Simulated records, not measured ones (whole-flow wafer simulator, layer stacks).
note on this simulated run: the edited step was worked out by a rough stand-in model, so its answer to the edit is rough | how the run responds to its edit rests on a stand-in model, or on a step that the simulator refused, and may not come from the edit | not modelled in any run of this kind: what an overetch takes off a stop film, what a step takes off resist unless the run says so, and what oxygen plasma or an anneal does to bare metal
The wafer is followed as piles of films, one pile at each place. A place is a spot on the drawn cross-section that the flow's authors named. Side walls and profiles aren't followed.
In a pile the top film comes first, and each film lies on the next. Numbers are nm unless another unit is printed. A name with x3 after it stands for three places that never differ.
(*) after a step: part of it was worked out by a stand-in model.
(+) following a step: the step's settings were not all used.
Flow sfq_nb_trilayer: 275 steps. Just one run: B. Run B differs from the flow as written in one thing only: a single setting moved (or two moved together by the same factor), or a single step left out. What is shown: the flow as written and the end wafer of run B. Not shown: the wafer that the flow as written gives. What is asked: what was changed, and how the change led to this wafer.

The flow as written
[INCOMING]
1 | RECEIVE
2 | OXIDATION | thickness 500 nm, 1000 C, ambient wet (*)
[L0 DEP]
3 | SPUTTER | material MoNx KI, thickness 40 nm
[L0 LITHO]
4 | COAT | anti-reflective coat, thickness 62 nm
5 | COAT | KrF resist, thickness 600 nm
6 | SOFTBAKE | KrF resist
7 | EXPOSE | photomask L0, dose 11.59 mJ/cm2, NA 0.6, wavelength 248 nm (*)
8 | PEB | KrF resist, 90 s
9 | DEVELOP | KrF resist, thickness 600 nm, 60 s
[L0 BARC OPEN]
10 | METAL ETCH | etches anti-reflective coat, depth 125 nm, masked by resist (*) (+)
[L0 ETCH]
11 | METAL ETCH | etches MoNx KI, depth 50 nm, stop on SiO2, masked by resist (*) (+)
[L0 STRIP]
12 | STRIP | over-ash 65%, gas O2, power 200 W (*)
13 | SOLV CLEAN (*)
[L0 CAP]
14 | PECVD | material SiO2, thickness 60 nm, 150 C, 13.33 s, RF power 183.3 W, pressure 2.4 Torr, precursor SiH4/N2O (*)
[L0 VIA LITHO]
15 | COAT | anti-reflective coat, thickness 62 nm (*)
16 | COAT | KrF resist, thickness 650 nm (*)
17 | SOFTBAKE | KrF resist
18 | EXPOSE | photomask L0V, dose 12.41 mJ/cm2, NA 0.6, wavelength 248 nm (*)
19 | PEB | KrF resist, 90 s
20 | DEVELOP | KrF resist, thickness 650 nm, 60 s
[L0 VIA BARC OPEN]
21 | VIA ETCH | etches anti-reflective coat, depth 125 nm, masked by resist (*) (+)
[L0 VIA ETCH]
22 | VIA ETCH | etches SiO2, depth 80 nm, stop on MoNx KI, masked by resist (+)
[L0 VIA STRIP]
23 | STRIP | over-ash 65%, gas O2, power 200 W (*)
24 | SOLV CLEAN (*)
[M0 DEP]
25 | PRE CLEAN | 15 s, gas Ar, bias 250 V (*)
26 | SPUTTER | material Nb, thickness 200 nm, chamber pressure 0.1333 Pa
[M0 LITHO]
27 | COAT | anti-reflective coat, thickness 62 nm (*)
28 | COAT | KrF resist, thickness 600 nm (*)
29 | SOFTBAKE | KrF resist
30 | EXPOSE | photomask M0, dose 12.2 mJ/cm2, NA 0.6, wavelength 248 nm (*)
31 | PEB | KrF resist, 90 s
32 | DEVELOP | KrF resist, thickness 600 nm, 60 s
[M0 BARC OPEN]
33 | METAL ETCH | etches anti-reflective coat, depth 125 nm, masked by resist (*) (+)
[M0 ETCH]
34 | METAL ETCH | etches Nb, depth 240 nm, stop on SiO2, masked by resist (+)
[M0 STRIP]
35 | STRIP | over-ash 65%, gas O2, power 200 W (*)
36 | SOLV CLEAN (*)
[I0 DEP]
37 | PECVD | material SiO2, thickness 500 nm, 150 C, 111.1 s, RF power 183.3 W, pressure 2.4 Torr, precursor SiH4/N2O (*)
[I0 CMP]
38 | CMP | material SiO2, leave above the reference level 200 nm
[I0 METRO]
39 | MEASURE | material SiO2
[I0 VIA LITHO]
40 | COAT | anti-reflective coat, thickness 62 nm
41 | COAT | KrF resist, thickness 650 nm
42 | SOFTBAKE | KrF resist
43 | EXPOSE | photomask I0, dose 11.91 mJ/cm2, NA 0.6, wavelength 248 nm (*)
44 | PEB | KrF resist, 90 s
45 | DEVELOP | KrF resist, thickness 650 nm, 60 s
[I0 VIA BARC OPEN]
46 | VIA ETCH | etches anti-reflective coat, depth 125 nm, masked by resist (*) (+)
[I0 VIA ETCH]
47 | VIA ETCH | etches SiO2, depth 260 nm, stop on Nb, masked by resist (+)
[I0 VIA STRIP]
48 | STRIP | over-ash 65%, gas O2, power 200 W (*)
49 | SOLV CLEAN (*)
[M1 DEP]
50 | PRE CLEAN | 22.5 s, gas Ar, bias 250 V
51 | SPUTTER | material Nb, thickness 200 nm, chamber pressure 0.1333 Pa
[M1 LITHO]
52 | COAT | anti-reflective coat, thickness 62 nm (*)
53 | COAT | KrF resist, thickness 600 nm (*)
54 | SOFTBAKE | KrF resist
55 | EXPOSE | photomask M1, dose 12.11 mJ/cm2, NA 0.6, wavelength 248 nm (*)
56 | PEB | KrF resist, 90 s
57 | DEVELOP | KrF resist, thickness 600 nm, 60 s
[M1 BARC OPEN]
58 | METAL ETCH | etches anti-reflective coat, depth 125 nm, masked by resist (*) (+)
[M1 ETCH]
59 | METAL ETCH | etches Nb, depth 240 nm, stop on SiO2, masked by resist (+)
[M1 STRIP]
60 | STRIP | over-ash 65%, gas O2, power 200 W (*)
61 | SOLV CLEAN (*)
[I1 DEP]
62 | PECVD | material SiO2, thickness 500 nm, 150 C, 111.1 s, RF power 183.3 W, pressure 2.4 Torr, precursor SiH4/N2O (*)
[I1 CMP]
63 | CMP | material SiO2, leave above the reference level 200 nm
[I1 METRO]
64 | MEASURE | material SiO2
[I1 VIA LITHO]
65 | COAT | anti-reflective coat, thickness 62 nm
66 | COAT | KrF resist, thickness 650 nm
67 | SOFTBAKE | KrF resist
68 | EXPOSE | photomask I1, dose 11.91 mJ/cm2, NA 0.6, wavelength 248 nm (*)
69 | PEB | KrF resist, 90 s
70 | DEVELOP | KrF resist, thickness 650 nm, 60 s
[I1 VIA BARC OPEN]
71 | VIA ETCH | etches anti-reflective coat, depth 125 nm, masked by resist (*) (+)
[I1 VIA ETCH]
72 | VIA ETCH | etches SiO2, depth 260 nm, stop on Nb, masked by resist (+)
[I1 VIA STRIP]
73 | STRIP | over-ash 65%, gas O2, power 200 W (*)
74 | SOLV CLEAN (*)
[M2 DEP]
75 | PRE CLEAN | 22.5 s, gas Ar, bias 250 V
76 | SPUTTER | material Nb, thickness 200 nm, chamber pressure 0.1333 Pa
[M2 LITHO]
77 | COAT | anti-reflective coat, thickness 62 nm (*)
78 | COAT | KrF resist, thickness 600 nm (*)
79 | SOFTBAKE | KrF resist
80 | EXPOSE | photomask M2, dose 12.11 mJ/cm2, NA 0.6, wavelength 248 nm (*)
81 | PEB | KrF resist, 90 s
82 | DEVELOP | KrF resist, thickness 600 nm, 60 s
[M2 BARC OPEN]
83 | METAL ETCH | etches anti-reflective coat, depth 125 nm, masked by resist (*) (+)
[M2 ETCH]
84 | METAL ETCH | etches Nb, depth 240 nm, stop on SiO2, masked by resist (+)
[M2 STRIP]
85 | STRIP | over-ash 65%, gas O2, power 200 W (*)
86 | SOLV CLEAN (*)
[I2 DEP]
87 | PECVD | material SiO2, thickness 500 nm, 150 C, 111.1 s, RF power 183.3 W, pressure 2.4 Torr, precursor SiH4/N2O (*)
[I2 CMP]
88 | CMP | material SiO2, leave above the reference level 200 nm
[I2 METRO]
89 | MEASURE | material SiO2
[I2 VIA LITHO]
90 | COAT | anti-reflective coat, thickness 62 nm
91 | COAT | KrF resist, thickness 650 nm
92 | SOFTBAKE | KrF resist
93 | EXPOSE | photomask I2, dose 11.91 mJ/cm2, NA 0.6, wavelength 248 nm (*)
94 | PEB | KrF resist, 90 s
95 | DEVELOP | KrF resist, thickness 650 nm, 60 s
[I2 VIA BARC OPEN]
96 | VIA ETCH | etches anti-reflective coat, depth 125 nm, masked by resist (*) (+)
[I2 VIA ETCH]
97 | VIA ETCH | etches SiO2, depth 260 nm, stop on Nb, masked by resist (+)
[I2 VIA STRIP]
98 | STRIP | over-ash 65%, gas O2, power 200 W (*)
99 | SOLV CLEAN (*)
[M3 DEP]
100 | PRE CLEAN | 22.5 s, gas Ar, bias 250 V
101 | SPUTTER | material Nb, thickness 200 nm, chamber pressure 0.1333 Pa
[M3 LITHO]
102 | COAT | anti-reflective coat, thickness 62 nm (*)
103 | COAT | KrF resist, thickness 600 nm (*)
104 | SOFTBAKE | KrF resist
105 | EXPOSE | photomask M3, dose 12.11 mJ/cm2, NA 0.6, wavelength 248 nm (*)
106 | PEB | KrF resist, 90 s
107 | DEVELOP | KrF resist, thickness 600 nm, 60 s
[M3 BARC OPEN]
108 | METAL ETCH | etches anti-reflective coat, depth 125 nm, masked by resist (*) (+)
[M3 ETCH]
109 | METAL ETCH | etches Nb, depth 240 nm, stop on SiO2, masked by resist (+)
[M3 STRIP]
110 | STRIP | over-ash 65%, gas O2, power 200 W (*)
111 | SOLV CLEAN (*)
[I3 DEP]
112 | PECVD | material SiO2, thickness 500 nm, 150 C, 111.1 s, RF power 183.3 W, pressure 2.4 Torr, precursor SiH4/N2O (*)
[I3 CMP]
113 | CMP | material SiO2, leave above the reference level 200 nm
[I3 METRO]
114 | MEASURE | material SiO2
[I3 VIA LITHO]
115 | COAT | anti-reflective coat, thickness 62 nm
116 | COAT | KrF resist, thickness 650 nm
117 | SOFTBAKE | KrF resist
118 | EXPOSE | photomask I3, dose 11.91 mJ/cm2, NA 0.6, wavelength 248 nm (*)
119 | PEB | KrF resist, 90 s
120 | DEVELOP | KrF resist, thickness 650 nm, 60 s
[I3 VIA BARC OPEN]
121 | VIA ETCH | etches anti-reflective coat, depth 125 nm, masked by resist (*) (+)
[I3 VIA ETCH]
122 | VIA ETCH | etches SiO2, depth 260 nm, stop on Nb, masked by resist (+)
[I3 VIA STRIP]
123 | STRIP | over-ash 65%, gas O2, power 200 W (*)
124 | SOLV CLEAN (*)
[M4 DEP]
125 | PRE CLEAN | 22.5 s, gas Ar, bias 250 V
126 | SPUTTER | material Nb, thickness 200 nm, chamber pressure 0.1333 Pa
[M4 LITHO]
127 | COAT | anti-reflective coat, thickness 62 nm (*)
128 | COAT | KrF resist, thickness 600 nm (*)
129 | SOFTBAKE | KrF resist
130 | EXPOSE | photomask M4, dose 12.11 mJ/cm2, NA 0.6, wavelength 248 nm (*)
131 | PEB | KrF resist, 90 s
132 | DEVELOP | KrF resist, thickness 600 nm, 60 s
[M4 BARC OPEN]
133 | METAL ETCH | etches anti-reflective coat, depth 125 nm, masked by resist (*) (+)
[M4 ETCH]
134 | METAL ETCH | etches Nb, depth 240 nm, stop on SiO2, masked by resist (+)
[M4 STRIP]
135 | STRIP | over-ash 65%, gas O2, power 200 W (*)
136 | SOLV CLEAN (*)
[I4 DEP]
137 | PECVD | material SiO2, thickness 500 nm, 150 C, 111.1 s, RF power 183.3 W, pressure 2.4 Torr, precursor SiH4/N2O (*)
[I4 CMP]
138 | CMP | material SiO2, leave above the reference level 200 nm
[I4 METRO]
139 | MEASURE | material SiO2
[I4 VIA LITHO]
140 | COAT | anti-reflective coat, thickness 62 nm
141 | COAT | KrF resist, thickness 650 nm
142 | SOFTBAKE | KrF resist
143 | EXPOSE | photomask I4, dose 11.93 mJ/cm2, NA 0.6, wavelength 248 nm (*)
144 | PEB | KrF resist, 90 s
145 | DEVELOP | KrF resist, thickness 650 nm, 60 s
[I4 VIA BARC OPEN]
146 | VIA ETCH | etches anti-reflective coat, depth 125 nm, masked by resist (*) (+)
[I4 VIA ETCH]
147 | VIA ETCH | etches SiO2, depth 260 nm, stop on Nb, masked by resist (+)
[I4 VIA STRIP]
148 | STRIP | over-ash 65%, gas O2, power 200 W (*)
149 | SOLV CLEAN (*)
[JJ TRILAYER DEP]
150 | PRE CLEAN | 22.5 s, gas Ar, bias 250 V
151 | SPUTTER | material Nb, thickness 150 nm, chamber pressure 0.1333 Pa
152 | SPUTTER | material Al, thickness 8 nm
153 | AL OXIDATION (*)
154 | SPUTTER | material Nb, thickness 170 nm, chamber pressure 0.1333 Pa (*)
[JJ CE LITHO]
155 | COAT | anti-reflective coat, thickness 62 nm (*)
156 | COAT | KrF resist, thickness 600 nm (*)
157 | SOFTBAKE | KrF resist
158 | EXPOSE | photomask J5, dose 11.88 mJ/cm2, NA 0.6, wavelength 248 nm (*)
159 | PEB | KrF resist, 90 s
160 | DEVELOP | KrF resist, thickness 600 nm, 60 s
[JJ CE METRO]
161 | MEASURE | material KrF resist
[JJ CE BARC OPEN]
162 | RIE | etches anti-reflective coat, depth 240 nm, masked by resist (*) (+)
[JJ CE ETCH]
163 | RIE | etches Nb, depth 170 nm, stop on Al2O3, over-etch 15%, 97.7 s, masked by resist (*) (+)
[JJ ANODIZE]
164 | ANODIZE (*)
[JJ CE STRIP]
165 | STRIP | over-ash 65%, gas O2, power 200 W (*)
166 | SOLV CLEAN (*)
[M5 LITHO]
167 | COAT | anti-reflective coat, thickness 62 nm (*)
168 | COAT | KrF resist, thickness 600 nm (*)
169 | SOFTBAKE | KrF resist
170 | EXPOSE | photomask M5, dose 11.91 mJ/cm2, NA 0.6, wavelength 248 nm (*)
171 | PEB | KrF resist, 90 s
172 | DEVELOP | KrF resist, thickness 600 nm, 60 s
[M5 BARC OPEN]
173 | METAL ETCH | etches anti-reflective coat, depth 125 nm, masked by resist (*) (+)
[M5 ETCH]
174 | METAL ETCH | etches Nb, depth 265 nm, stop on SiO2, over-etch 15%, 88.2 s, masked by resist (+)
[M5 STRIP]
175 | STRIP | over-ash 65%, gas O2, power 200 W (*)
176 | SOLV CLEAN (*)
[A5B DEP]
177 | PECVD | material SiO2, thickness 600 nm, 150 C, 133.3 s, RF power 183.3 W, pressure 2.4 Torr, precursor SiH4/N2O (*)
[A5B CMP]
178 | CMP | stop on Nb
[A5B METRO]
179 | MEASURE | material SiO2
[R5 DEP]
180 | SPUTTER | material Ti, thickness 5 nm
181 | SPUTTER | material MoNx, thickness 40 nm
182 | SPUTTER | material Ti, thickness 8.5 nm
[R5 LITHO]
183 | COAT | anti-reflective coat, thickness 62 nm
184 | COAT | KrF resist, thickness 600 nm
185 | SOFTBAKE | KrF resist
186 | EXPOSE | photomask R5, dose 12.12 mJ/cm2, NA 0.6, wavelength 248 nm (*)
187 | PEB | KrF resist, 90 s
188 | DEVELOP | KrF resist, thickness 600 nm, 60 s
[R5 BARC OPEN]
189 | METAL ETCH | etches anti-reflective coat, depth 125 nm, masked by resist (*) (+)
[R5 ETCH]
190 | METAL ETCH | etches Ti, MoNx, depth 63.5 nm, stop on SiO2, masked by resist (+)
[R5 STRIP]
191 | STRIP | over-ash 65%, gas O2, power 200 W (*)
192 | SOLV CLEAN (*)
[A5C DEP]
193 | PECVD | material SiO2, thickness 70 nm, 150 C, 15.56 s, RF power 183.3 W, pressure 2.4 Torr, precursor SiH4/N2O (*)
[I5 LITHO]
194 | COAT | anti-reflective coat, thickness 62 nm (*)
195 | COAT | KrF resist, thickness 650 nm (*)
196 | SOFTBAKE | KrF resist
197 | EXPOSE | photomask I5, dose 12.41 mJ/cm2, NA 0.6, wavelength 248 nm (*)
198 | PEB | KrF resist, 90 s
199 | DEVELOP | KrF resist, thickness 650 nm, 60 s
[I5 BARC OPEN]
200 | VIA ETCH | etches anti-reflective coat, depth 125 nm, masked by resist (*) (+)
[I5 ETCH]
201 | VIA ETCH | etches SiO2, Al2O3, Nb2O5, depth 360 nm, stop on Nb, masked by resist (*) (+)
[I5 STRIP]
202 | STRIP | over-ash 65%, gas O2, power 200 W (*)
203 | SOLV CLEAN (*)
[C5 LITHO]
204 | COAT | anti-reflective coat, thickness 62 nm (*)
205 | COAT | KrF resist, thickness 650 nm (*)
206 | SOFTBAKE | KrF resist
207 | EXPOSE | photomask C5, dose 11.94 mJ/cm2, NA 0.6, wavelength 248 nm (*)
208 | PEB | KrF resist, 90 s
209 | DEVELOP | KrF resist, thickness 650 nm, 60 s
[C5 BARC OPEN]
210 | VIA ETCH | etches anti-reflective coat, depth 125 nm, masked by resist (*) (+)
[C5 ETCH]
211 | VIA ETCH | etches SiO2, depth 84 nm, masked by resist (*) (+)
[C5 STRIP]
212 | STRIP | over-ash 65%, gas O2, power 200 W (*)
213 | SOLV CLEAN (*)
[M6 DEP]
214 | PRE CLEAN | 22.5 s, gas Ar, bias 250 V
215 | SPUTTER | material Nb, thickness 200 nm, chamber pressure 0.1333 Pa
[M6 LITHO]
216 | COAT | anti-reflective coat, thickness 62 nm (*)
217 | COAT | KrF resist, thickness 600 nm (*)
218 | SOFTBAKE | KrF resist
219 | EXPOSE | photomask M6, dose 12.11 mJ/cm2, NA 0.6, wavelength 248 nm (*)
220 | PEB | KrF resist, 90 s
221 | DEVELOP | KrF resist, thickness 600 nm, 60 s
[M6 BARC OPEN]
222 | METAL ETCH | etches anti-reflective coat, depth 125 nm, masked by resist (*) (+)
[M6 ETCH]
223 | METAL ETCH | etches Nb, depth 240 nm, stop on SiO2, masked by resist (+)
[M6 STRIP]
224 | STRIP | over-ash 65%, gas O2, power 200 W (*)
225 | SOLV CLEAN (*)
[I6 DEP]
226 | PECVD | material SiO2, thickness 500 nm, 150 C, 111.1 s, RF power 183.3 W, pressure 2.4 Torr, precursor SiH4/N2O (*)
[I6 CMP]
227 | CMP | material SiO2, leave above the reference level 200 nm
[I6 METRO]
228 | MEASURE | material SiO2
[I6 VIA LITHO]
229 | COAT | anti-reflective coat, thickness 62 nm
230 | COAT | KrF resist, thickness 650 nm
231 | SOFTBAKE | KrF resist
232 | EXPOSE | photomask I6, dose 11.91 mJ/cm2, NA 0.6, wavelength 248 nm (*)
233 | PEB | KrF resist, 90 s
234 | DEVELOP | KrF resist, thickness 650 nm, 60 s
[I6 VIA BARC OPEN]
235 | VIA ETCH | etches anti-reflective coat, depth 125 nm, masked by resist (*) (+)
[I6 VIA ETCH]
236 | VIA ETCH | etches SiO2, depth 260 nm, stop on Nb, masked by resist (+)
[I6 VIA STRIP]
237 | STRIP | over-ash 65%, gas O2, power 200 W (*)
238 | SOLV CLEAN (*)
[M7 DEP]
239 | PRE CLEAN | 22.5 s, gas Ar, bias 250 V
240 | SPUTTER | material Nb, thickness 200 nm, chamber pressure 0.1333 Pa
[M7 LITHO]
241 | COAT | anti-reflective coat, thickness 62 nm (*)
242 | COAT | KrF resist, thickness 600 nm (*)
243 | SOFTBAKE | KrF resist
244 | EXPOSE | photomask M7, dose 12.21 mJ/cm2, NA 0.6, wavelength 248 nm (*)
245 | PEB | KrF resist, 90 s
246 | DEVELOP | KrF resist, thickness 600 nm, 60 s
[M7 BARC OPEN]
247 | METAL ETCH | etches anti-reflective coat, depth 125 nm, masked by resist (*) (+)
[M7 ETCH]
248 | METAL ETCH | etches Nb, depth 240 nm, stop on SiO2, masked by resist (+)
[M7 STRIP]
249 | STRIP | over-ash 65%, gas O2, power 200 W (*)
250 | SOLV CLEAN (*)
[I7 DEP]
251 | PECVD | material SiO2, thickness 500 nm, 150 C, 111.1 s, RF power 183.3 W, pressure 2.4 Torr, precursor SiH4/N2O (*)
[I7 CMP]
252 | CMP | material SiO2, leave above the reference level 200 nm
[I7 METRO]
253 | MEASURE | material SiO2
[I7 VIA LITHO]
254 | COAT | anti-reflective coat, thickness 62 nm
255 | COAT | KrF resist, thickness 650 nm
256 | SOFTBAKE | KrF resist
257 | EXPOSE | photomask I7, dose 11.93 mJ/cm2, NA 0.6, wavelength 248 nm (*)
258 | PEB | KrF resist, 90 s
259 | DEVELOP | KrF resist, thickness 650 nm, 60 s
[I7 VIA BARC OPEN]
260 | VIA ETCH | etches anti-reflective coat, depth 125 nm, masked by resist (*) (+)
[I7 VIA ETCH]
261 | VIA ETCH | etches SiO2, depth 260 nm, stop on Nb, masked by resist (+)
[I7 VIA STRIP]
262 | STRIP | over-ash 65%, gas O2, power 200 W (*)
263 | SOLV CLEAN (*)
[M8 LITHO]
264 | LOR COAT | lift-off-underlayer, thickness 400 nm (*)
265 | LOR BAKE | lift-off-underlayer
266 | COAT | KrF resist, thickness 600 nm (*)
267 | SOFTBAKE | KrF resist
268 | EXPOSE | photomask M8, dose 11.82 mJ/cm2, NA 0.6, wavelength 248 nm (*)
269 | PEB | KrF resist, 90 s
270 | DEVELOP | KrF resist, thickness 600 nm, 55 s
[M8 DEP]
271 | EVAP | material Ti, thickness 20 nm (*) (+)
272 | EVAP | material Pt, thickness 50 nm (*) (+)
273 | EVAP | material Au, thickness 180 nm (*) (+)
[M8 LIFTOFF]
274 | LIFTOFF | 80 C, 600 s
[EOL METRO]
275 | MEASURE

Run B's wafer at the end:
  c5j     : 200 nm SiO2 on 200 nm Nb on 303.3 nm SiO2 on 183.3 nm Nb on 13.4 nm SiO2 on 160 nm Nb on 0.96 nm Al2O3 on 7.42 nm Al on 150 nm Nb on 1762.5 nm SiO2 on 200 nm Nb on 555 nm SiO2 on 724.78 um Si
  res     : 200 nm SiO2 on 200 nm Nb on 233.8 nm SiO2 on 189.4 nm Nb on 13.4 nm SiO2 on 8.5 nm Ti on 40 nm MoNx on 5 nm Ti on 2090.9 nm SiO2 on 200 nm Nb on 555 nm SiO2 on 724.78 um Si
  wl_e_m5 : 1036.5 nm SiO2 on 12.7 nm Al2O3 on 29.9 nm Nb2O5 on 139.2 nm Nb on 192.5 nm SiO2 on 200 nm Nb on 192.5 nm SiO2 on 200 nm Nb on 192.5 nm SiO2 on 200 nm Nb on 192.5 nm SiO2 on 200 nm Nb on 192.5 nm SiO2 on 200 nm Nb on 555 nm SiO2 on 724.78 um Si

The reason: step 193, PECVD: thickness 105 nm was run, while the flow as written has thickness 70 nm; step 193, PECVD: 23.33 s was run, where the flow has 15.56 s.

The path from the change to this, step by step:
  193 | PECVD | material SiO2, thickness 70 nm, 150 C, 15.56 s, RF power 183.3 W, pressure 2.4 Torr, precursor SiH4/N2O (*)
      field_l, v_sur, via_wl and 92 more: +105 SiO2 (as written it would have been: +70 SiO2)
      ce_l, c5j, ce_r and 8 more: +105 SiO2 (new film) (as written it would have been: +70 SiO2 (new film))
  201 | VIA ETCH | etches SiO2, Al2O3, Nb2O5, depth 360 nm, stop on Nb, masked by resist (*) (+)
      be: -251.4 SiO2 (all of it), -12.7 Al2O3 (all of it), -29.9 Nb2O5 (all of it) (as written it would have been: -216.4 SiO2 (all of it), -12.7 Al2O3 (all of it), -29.9 Nb2O5 (all of it))
  204 | COAT | anti-reflective coat, thickness 62 nm (*)
      wire: +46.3 anti-reflective coat (new film) (as written it would have been: +47.4 anti-reflective coat (new film))
      be: +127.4 anti-reflective coat (new film) (as written it would have been: +122.2 anti-reflective coat (new film))
      (also at 1 further place)
  205 | COAT | KrF resist, thickness 650 nm (*)
      be: +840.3 KrF resist (new film) (as written it would have been: +815.3 KrF resist (new film))
  211 | VIA ETCH | etches SiO2, depth 84 nm, masked by resist (*) (+)
      c5j: -84 SiO2 (as written it would have been: -69.9 SiO2 (all of it), -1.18 Nb)
      res: -84 SiO2 (as written it would have been: -69.9 SiO2 (all of it))
  212 | STRIP | over-ash 65%, gas O2, power 200 W (*)
      wire: -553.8 KrF resist (all of it), -46.3 anti-reflective coat (all of it) (as written it would have been: -555.8 KrF resist (all of it), -47.4 anti-reflective coat (all of it))
      be: -753.1 KrF resist (all of it), -127.4 anti-reflective coat (all of it) (as written it would have been: -728.2 KrF resist (all of it), -122.2 anti-reflective coat (all of it))
      (also at 1 further place)
  214 | PRE CLEAN | 22.5 s, gas Ar, bias 250 V
      c5j: -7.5 SiO2 (as written it would have been: -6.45 Nb)
      res: -7.5 SiO2 (as written it would have been: -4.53 Ti)
  215 | SPUTTER | material Nb, thickness 200 nm, chamber pressure 0.1333 Pa
      c5j: +183.3 Nb (new film) (as written it would have been: +188.4 Nb)
      be: +139.6 Nb (as written it would have been: +147.3 Nb)
  216 | COAT | anti-reflective coat, thickness 62 nm (*)
      wire: +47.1 anti-reflective coat (new film) (as written it would have been: +48.3 anti-reflective coat (new film))
      be: +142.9 anti-reflective coat (new film) (as written it would have been: +136.7 anti-reflective coat (new film))
      (also at 6 further places)
  217 | COAT | KrF resist, thickness 600 nm (*)
      be: +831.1 KrF resist (new film) (as written it would have been: +793.9 KrF resist (new film))
  224 | STRIP | over-ash 65%, gas O2, power 200 W (*)
      wire: -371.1 KrF resist (all of it), -47.1 anti-reflective coat (all of it) (as written it would have been: -369.8 KrF resist (all of it), -48.3 anti-reflective coat (all of it))
      be: -612.9 KrF resist (all of it), -142.9 anti-reflective coat (all of it) (as written it would have been: -575.8 KrF resist (all of it), -136.7 anti-reflective coat (all of it))
      (also at 6 further places)
  226 | PECVD | material SiO2, thickness 500 nm, 150 C, 111.1 s, RF power 183.3 W, pressure 2.4 Torr, precursor SiH4/N2O (*)
      be: +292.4 SiO2 (new film), +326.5 void (new film), +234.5 SiO2 (new film) (as written it would have been: +693.5 SiO2 (new film))
      c5j: +533.8 SiO2 (new film) (as written it would have been: +514.7 SiO2 (new film))
  227 | CMP | material SiO2, leave above the reference level 200 nm
      be: -292.4 SiO2 (all of it), -326.5 void (all of it) (as written it would have been: -182.7 SiO2)
      res: -258.7 SiO2 (as written it would have been: -279.4 SiO2)
  229 | COAT | anti-reflective coat, thickness 62 nm
      via_v, gap, jj_sur: +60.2 anti-reflective coat (new film) (as written it would have been: +62 anti-reflective coat (new film))
      via_sp: +60.6 anti-reflective coat (new film) (as written it would have been: +62 anti-reflective coat (new film))
      (also at 5 further places)
  230 | COAT | KrF resist, thickness 650 nm
      be: +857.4 KrF resist (new film) (as written it would have been: +650 KrF resist (new film))
      gap: +636.2 KrF resist (new film) (as written it would have been: +650 KrF resist (new film))
  233 | PEB | KrF resist, 90 s
      be: -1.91 KrF resist (as written it would have been: -1.38 KrF resist)
  ... 15 further steps ...
  274 | LIFTOFF | 80 C, 600 s
      be: -180 Au (all of it), -50 Pt (all of it), -20 Ti (all of it), -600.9 KrF resist (all of it), -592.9 lift-off-underlayer (all of it) (as written it would have been: -180 Au (all of it), -50 Pt (all of it), -20 Ti (all of it), -572.1 KrF resist (all of it), -398.5 lift-off-underlayer (all of it))
      be_sur: -180 Au (all of it), -50 Pt (all of it), -20 Ti (all of it), -582.9 KrF resist (all of it), -376 lift-off-underlayer (all of it) (as written it would have been: -180 Au (all of it), -50 Pt (all of it), -20 Ti (all of it), -572.6 KrF resist (all of it), -398.9 lift-off-underlayer (all of it))
If metal films that touch count as one body, c5j has 5 bodies (between them, from the top down: SiO2 303.3; SiO2 13.4; Al2O3 0.96; SiO2 1762.5); the flow as written gives 4 bodies (between them, from the top down: SiO2 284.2; Al2O3 0.96; SiO2 1762.5).
If metal films that touch count as one body, res has 4 bodies (between them, from the top down: SiO2 233.8; SiO2 13.4; SiO2 2090.9); the flow as written gives 3 bodies (between them, from the top down: SiO2 213.1; SiO2 2090.9).
